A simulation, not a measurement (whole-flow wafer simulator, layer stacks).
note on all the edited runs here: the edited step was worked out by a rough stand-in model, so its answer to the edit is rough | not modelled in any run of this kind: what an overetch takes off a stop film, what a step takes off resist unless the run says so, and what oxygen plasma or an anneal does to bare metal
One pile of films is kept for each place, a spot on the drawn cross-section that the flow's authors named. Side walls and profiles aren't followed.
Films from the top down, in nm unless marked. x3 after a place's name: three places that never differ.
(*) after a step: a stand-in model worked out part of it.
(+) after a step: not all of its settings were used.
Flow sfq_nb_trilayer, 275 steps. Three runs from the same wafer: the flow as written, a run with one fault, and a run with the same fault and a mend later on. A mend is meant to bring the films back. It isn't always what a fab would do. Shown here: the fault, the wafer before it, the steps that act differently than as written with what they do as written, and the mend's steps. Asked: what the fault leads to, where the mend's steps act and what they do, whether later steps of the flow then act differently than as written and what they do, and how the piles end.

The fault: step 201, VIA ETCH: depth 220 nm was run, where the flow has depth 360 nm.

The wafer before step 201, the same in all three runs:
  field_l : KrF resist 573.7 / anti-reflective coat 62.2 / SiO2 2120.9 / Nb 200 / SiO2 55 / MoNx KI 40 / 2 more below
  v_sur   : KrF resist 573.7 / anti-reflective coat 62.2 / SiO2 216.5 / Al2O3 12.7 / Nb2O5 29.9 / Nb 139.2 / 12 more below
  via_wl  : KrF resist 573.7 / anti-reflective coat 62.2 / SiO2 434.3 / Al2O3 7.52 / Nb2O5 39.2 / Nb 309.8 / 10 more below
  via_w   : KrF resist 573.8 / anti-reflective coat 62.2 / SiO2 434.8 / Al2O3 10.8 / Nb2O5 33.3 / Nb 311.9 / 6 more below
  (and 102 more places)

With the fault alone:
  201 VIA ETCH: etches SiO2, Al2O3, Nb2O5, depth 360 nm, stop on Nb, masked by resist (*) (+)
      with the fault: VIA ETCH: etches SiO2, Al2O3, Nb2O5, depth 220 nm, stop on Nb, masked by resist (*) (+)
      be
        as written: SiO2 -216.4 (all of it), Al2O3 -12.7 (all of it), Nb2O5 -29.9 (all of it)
        with the fault: SiO2 -216.4 (all of it), Al2O3 -3.64
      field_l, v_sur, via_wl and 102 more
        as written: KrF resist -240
        with the fault: KrF resist -146.7
  Later steps of the flow that act differently than as written (6 more steps differ only slightly, by at most 2% or 0.5 nm, whichever is larger, and aren't shown):
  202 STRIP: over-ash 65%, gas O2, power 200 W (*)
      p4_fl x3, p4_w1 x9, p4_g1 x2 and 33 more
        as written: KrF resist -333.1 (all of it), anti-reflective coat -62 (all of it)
        with the fault: KrF resist -426.5 (all of it), anti-reflective coat -62 (all of it)
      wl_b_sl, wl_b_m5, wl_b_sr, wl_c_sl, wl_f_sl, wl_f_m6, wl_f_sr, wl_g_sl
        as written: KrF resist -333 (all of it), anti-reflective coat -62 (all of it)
        with the fault: KrF resist -426.3 (all of it), anti-reflective coat -62 (all of it)
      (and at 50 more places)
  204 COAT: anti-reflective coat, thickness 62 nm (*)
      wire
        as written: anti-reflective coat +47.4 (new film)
        with the fault: anti-reflective coat +48.6 (new film)
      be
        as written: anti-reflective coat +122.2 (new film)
        with the fault: anti-reflective coat +116.4 (new film)
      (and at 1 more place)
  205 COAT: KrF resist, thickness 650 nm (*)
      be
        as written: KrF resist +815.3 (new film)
        with the fault: KrF resist +787.5 (new film)
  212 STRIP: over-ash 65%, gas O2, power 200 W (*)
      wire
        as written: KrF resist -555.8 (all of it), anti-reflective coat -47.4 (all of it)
        with the fault: KrF resist -557.9 (all of it), anti-reflective coat -48.6 (all of it)
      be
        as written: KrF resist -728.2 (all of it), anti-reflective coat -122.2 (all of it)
        with the fault: KrF resist -700.3 (all of it), anti-reflective coat -116.4 (all of it)
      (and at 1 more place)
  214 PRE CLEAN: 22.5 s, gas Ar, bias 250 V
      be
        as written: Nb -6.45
        with the fault: Al2O3 -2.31
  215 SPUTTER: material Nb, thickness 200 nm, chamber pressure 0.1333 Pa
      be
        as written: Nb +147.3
        with the fault: Nb +157.3 (new film)
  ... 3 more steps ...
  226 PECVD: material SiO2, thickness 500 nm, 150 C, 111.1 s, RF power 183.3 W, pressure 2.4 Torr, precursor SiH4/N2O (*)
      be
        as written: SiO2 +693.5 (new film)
        with the fault: SiO2 +640.4 (new film)
  At the end the piles differ from the flow's by more than 2% or 0.5 nm, whichever is larger, at be.
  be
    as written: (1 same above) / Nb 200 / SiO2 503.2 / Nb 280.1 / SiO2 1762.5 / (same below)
    with the fault: (1 same above) / Nb 200 / SiO2 450.2 / Nb 157.3 / Al2O3 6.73 / Nb2O5 29.9 / Nb 139.2 / SiO2 1762.5 / (same below)

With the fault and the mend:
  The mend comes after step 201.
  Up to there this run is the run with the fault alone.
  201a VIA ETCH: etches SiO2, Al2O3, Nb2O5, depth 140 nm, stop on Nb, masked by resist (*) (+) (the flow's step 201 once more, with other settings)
      field_l, v_sur, via_wl and 102 more
        KrF resist -93.3
      be
        Al2O3 -9.05 (all of it), Nb2O5 -29.9 (all of it)
  No later step of the flow acts differently than as written at any place that is followed.
  At the end the piles are the same as the flow's at every place that both follow.
